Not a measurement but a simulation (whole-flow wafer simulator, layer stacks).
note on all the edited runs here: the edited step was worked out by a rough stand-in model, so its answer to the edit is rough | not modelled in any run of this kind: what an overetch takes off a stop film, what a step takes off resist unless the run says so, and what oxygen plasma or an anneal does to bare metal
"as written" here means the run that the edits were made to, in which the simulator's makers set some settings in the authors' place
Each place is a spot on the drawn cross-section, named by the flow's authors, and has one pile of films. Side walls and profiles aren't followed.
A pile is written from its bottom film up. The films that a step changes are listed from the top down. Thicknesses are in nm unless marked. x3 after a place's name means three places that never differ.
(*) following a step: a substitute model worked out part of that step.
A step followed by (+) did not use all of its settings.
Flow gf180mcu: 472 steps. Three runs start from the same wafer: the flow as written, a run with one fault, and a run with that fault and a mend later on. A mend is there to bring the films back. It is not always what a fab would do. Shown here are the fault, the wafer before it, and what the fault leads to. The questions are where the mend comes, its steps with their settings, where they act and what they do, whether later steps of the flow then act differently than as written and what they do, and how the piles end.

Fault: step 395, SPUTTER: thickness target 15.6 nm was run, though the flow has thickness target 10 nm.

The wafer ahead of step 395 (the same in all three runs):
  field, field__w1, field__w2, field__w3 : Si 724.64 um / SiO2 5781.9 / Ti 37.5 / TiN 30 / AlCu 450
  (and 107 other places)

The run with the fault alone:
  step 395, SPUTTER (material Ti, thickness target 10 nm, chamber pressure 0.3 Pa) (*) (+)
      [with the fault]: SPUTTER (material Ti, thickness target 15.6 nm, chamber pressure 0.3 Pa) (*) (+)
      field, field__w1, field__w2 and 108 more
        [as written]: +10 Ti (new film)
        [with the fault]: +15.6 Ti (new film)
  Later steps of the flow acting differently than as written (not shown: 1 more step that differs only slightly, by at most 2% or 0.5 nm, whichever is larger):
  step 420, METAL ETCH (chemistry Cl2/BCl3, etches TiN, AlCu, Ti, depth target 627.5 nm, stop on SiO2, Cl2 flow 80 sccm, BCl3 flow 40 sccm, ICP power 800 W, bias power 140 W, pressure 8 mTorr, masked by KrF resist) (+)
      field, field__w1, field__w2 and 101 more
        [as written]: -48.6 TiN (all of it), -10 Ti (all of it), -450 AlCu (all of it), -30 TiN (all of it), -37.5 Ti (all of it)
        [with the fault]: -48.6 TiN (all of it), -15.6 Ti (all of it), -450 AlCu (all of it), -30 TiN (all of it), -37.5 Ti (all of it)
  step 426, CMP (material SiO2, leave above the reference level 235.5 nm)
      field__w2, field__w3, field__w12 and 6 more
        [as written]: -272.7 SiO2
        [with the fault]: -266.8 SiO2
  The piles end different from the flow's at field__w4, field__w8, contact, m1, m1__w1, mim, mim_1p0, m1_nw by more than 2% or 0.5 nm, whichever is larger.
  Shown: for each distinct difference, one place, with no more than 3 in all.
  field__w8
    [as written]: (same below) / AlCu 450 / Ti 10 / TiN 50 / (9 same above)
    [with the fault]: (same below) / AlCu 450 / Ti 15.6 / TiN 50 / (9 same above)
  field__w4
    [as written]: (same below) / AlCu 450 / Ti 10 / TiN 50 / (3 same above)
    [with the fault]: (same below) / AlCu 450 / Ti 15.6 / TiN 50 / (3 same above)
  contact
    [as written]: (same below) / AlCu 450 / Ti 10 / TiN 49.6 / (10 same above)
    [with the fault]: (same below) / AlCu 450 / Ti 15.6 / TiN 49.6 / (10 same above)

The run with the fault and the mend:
  The mend follows step 395.
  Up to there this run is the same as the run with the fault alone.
  step 395a, METAL ETCH (chemistry Cl2/BCl3, etches TiN, AlCu, Ti, depth target 5.6 nm, Cl2 flow 80 sccm, BCl3 flow 40 sccm, ICP power 800 W, bias power 140 W, pressure 8 mTorr) (the flow's step 260 again, with other settings)
      field, field__w1, field__w2 and 108 more
        -5.6 Ti
  Later steps of the flow that are run all act as written at every place that is followed.
  The piles end the same as the flow's at every place that both follow.
